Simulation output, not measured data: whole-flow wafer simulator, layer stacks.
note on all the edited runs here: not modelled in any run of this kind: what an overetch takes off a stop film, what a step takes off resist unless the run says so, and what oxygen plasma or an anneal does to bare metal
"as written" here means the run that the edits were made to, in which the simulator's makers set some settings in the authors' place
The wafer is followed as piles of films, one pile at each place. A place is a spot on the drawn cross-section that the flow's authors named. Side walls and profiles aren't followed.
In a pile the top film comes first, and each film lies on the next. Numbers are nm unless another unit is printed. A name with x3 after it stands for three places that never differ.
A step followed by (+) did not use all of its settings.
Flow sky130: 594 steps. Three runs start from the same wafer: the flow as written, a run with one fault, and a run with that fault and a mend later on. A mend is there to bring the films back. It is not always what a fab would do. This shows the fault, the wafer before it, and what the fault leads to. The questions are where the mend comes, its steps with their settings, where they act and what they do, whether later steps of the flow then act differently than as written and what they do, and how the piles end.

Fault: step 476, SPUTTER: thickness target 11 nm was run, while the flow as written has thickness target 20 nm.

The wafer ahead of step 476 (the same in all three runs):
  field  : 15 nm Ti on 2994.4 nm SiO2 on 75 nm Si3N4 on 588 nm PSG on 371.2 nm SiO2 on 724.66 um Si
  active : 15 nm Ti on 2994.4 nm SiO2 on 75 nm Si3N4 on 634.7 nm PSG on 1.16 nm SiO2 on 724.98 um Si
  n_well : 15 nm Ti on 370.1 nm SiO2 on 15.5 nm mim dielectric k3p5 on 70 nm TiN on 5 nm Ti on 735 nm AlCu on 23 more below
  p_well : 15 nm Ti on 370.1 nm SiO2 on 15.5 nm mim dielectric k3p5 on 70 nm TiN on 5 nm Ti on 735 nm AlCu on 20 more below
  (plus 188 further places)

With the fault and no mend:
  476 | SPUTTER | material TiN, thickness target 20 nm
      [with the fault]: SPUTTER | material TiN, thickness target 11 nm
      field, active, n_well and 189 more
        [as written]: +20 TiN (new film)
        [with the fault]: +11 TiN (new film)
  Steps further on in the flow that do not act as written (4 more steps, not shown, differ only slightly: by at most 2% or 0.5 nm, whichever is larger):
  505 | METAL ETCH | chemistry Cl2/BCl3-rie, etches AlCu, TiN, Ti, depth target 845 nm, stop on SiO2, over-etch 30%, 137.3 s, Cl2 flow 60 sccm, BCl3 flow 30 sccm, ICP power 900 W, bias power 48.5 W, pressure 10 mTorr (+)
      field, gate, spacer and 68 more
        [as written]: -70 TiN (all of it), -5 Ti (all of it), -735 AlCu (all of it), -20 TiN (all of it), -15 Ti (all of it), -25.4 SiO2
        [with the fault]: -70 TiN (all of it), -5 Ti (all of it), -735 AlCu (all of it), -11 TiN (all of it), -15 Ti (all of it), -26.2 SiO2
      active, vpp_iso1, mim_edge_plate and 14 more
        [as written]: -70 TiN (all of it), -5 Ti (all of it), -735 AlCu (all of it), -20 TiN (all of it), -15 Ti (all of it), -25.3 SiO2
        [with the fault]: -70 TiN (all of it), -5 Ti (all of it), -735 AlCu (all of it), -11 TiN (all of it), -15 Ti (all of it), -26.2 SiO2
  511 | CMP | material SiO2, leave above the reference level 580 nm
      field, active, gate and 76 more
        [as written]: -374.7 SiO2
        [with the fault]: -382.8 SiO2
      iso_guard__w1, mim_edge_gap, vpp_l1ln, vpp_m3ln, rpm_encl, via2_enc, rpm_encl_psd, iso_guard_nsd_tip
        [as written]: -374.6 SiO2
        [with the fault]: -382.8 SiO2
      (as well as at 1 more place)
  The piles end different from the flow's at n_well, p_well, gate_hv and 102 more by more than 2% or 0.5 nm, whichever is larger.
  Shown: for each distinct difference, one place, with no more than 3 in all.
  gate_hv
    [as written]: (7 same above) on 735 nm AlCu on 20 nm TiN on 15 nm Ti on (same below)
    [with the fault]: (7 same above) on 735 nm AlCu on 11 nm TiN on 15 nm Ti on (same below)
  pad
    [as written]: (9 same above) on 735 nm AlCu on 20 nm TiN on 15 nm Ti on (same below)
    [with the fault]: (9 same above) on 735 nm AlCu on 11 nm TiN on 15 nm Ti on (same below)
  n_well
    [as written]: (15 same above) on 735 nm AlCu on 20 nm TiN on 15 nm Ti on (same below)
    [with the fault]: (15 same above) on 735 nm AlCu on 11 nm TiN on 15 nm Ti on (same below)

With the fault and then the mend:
  After step 476 comes the mend.
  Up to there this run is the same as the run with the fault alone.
  476a | SPUTTER | material TiN, thickness target 9 nm (the flow's step 476 again, with other settings)
      field, active, n_well and 189 more
        +9 TiN
  Later steps of the flow that are run all act as written at every place that is followed.
  At every place that both follow, the piles at the end match the flow's.
